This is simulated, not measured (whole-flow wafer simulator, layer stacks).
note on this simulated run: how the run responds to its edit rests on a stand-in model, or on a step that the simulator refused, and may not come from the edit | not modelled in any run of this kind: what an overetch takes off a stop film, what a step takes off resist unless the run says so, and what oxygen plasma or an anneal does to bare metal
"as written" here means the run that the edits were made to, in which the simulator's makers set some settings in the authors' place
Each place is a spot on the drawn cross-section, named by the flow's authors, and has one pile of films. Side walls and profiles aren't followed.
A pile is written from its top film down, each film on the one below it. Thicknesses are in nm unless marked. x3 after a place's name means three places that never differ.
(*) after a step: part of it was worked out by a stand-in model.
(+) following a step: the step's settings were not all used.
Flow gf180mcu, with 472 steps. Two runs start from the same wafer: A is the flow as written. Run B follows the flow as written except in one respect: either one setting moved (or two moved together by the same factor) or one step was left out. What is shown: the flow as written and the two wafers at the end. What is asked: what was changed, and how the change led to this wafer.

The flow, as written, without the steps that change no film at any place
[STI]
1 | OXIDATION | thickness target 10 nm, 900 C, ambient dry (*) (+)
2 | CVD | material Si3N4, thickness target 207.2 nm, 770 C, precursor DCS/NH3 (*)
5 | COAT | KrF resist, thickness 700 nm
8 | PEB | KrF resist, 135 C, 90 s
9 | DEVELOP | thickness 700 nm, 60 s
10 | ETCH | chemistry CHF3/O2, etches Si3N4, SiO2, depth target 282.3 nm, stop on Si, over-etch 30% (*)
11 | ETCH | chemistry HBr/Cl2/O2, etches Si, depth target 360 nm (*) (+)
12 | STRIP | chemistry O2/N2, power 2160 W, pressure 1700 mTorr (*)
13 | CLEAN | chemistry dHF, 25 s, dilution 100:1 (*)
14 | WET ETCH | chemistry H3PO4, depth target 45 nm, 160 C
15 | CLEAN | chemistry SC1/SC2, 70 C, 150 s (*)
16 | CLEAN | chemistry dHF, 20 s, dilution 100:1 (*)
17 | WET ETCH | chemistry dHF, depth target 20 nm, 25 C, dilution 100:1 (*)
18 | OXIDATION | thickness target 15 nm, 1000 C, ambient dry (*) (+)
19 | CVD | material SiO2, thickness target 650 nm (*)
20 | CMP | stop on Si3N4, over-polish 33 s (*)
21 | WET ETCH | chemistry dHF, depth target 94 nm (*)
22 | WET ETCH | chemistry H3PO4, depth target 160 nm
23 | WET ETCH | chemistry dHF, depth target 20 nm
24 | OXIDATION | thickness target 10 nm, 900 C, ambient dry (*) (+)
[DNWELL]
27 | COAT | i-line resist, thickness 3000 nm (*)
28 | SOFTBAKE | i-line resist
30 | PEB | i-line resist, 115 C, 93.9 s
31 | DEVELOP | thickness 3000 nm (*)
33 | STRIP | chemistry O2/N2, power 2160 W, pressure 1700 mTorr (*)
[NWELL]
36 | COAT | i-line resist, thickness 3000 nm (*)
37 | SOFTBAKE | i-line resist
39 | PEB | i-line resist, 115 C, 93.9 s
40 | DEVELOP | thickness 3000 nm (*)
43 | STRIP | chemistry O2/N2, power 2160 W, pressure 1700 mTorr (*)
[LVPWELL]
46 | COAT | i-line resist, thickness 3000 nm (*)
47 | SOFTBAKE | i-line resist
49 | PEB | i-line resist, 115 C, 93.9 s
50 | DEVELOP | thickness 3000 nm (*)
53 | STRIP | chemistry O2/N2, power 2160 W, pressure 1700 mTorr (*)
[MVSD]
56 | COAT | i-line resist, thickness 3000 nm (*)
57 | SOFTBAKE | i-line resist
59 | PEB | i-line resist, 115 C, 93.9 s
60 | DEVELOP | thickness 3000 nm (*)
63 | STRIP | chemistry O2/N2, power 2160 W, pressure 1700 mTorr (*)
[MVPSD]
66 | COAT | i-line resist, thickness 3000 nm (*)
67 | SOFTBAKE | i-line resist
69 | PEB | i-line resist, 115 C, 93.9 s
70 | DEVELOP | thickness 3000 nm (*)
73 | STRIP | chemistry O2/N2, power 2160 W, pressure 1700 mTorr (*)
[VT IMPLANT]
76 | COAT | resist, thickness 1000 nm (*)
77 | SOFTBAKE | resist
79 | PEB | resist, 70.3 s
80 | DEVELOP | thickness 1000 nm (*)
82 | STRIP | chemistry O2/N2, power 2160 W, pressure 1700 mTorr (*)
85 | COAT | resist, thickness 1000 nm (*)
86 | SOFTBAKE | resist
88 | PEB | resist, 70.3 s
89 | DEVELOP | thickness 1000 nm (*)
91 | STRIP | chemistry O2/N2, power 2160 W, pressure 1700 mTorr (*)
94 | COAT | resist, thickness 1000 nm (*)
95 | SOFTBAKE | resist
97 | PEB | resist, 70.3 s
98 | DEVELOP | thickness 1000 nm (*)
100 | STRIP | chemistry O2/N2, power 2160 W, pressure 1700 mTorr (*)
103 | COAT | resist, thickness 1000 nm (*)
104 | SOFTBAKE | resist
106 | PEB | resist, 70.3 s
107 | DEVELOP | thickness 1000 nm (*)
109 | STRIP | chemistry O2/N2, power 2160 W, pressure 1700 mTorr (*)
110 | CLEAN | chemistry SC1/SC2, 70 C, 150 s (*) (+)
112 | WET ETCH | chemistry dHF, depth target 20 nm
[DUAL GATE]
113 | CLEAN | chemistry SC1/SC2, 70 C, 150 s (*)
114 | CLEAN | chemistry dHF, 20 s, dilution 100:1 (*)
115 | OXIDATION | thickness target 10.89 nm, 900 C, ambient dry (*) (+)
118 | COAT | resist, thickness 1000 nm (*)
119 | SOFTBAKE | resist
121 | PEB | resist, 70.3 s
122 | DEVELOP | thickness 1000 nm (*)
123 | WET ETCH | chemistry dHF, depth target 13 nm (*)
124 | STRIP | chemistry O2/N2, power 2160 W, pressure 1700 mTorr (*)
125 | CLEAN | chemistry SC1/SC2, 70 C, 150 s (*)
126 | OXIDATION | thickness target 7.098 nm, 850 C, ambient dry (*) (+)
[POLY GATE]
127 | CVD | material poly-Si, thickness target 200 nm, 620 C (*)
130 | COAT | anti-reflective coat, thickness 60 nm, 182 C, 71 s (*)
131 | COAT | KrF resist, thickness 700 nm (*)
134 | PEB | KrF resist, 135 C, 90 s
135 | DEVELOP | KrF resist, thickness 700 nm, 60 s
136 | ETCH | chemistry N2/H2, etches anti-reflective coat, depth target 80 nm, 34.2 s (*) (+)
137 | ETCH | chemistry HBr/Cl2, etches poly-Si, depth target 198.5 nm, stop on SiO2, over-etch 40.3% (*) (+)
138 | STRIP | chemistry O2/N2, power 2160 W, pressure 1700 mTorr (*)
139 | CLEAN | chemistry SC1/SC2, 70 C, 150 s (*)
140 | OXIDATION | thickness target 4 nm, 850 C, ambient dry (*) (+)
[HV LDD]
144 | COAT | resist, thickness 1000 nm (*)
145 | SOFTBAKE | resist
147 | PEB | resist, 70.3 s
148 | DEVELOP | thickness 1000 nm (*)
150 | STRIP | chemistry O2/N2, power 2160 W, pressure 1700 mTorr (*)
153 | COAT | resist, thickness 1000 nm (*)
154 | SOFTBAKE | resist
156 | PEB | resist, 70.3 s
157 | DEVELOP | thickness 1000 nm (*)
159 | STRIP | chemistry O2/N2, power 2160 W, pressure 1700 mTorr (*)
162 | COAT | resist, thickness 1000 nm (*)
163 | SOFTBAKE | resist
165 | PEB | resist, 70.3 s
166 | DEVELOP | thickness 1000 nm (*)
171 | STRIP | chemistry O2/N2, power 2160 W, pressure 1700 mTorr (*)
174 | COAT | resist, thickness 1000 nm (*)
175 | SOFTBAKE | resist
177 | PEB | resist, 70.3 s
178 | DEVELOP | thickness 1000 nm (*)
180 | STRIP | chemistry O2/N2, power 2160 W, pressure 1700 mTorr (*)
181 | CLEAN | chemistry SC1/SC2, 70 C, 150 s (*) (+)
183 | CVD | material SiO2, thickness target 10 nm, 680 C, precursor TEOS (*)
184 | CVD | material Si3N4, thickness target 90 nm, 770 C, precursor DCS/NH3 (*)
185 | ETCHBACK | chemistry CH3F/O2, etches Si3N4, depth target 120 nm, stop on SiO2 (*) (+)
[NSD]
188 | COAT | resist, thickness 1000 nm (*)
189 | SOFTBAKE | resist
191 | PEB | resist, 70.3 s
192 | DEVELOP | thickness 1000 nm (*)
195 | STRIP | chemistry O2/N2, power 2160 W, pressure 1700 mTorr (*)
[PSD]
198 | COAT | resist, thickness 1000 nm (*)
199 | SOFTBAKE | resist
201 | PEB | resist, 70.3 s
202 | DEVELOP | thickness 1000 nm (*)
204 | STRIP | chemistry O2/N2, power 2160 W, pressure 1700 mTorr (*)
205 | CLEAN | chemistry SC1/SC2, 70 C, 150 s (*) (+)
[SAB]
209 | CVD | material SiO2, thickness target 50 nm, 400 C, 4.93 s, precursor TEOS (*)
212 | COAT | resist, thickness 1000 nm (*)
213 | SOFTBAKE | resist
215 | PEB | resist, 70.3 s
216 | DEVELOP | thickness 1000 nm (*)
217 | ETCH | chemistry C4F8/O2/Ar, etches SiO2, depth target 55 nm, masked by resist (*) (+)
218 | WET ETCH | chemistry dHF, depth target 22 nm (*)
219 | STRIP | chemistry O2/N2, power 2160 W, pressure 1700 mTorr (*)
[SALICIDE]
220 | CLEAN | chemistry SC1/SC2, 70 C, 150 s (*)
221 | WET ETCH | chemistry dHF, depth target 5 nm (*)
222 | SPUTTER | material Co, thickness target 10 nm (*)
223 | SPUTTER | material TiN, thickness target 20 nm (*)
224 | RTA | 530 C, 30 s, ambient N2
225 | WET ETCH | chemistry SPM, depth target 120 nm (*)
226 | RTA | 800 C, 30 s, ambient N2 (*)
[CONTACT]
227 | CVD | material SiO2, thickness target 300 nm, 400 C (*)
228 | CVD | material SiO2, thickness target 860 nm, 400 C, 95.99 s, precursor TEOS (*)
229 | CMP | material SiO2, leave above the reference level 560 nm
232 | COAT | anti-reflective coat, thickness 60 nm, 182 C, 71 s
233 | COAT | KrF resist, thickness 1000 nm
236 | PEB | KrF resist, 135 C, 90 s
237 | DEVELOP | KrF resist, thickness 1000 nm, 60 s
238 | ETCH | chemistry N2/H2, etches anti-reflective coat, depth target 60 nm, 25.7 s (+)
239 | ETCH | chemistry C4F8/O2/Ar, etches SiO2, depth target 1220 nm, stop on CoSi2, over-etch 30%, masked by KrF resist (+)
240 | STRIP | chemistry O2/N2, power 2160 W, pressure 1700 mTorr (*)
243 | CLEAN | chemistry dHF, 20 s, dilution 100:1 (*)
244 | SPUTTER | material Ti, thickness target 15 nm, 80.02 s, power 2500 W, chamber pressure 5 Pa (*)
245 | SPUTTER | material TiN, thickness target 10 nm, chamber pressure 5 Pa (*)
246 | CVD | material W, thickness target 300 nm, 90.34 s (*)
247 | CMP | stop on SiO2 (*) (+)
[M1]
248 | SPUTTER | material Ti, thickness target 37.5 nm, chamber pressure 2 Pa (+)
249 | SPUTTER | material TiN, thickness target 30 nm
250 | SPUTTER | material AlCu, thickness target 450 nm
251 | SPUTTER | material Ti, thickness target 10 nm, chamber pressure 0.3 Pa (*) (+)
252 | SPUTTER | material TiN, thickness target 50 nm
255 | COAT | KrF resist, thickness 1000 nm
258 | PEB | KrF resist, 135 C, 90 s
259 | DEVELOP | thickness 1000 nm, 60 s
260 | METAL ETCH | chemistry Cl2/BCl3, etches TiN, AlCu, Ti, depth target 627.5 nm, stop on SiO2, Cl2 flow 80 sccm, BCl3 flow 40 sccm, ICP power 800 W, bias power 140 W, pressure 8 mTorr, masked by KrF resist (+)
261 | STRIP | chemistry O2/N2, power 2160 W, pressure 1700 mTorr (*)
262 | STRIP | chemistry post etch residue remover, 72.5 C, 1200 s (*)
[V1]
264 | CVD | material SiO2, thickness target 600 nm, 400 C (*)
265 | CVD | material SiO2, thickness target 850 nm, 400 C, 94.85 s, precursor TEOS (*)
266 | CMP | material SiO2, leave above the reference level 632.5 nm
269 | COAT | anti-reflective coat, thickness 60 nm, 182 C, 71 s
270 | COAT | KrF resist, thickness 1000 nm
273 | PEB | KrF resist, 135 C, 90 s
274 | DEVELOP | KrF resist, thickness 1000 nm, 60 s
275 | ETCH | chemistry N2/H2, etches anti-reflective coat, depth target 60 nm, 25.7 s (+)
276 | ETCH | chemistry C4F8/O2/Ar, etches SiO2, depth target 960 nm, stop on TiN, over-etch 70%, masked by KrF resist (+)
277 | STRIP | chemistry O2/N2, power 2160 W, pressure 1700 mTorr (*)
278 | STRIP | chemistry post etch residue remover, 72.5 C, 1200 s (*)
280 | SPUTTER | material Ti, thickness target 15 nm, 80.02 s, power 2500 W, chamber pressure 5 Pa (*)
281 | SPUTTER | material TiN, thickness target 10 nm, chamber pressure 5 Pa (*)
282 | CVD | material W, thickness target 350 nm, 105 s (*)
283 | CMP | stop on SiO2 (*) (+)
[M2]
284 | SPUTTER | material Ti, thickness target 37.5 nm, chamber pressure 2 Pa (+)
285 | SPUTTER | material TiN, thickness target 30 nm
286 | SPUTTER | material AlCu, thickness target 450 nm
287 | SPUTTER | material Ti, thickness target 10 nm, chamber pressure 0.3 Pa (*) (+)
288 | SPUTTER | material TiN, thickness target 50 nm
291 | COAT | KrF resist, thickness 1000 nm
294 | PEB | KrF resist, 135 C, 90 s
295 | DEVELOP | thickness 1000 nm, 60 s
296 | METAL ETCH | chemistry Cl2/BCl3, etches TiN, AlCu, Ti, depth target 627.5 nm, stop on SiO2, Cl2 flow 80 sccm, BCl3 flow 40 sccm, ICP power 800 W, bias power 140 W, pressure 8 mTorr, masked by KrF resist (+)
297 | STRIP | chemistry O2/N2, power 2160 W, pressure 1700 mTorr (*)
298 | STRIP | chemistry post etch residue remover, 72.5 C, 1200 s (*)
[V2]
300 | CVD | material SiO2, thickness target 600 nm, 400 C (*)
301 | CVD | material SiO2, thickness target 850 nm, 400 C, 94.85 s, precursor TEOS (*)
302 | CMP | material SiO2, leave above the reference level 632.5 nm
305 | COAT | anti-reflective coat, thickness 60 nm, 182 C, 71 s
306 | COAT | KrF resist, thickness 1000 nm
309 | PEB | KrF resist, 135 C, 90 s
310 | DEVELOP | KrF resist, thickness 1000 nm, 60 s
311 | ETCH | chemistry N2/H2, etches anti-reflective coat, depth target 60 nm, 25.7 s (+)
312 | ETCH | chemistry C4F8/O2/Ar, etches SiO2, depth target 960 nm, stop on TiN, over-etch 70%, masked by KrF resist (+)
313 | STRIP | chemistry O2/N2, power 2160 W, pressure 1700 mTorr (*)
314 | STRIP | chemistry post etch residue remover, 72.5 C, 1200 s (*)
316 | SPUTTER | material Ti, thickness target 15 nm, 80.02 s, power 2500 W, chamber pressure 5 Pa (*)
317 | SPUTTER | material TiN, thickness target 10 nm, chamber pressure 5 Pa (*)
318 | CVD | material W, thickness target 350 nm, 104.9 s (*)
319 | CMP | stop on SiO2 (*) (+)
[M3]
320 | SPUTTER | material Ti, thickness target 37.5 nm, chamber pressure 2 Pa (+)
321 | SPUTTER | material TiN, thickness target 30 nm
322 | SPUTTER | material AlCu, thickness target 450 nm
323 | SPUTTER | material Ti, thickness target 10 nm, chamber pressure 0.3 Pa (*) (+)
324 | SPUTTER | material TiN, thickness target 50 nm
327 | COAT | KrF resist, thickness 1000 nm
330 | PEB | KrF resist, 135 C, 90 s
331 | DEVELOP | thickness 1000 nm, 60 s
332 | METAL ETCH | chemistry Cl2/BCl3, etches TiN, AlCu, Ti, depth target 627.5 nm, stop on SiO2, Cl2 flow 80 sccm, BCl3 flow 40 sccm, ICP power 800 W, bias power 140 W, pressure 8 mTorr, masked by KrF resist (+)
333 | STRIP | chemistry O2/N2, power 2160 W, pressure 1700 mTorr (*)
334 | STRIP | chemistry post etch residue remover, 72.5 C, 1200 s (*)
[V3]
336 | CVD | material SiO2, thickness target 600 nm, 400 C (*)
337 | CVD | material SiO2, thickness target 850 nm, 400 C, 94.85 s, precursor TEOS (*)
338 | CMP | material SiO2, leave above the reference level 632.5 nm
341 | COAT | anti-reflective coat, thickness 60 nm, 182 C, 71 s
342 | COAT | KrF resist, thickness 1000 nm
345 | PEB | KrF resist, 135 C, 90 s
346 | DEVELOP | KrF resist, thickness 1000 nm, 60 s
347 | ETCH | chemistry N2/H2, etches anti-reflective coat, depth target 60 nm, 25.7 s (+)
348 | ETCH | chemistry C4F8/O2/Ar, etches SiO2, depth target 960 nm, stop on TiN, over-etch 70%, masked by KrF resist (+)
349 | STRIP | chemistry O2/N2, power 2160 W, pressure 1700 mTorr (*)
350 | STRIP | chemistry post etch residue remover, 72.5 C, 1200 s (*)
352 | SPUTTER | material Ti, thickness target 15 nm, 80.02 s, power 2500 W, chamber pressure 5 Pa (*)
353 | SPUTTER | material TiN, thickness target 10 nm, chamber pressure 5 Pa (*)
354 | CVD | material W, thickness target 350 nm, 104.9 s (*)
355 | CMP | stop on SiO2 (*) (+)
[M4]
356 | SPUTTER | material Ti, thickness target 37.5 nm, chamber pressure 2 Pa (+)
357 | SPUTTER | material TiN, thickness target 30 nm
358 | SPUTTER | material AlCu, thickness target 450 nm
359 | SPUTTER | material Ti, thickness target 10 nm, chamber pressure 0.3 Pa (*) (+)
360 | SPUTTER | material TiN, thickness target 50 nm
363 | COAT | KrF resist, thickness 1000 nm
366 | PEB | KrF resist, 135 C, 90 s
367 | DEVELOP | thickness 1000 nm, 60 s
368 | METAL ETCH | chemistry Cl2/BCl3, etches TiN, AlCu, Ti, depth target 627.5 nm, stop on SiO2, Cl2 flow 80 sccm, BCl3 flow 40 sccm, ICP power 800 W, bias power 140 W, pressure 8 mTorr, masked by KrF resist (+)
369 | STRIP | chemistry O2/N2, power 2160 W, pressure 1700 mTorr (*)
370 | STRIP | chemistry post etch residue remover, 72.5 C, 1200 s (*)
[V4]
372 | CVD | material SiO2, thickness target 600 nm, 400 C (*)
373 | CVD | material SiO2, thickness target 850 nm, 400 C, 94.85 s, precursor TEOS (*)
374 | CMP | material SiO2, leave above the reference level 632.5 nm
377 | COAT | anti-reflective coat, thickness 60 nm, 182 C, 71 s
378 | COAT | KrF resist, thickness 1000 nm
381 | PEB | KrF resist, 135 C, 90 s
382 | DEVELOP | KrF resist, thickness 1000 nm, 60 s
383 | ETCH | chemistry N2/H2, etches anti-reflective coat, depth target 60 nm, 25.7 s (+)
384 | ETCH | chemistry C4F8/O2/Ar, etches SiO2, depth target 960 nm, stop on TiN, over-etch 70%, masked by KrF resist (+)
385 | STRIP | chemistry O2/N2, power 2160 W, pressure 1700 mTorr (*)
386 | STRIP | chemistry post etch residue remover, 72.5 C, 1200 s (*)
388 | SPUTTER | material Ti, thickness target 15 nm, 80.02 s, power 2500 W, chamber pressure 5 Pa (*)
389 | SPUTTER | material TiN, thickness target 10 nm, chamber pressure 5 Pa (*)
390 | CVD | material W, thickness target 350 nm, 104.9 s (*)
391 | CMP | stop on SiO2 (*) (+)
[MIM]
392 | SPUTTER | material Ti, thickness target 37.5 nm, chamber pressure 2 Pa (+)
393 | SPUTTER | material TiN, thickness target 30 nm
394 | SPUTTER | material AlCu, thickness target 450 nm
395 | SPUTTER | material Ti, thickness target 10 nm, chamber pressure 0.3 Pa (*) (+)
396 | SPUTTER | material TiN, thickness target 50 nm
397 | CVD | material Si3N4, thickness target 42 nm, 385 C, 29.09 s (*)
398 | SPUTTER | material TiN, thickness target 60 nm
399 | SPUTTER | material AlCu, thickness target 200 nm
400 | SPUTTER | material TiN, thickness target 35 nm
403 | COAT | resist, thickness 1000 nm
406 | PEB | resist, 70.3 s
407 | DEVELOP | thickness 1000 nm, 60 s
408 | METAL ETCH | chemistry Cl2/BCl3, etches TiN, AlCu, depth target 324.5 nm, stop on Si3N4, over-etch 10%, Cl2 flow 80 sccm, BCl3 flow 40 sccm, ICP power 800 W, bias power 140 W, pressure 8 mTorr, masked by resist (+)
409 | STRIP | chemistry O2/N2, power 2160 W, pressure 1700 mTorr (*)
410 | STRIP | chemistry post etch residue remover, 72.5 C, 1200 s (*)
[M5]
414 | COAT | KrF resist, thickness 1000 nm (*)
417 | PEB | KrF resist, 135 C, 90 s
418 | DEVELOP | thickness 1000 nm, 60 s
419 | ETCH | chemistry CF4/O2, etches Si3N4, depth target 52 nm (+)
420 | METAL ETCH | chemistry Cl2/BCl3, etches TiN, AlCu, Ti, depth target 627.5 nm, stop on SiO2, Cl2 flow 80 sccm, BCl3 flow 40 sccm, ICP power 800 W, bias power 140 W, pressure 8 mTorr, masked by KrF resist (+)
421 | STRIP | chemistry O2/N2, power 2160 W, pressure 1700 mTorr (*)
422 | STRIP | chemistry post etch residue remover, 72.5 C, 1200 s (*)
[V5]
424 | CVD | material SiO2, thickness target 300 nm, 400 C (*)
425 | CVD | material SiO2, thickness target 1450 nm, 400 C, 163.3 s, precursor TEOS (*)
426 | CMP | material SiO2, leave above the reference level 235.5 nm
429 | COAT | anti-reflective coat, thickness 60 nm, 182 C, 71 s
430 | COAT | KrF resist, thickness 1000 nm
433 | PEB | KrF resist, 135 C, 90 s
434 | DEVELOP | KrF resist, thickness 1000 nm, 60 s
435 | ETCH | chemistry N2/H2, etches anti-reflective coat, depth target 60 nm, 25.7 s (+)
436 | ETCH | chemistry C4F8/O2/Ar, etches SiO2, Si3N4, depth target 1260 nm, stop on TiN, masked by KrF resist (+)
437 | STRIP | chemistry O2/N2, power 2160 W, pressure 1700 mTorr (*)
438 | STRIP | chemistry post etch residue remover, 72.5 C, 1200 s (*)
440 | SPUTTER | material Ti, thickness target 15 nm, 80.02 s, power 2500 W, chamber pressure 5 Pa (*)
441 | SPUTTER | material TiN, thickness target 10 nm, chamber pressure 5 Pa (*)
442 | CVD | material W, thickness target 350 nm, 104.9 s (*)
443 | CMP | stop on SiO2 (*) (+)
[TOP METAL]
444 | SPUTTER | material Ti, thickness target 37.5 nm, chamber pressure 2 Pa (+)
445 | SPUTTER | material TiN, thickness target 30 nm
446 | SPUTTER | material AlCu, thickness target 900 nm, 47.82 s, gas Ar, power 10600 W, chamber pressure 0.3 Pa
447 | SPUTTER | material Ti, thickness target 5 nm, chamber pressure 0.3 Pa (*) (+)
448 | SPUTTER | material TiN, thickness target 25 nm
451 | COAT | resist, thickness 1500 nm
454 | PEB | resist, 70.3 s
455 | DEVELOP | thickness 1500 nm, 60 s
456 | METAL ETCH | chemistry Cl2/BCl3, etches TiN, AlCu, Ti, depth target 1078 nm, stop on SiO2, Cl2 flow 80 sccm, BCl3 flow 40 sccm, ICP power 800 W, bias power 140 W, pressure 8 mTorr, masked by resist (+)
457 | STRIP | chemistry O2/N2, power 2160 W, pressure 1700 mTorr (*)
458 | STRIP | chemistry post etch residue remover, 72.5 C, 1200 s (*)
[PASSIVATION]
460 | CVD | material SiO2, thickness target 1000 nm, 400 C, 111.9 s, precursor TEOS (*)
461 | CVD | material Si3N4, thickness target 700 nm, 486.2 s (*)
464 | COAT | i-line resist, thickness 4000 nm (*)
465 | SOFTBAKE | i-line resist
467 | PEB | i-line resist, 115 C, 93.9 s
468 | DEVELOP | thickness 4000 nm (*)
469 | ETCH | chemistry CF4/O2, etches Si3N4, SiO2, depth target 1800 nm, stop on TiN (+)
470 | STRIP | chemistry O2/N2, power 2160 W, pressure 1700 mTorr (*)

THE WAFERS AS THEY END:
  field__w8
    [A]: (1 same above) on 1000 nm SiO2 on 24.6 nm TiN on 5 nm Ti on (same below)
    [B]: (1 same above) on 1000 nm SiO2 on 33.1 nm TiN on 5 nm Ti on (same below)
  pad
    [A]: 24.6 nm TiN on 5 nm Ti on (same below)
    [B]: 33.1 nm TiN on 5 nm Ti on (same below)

Cause: step 448, SPUTTER: thickness target 33.5 nm was run, whereas the flow has thickness target 25 nm.

The path from the change to this, step by step:
  448 | SPUTTER | material TiN, thickness target 25 nm
      field, field__w1, field__w2 and 109 more: A TiN gains 25 (new film) | B TiN gains 33.5 (new film)
  456 | METAL ETCH | chemistry Cl2/BCl3, etches TiN, AlCu, Ti, depth target 1078 nm, stop on SiO2, Cl2 flow 80 sccm, BCl3 flow 40 sccm, ICP power 800 W, bias power 140 W, pressure 8 mTorr, masked by resist (+)
      field, field__w1, field__w2 and 103 more: A TiN loses 25 (all of it), Ti loses 5 (all of it), AlCu loses 900 (all of it), TiN loses 30 (all of it), Ti loses 37.5 (all of it) | B TiN loses 33.5 (all of it), Ti loses 5 (all of it), AlCu loses 900 (all of it), TiN loses 30 (all of it), Ti loses 37.5 (all of it)
  465 | SOFTBAKE | i-line resist
      gate: A i-line resist gains 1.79 | B i-line resist loses 0.29
      field__w11, field__w13: A i-line resist gains 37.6 | B i-line resist gains 31.4
      (also at 57 further places)
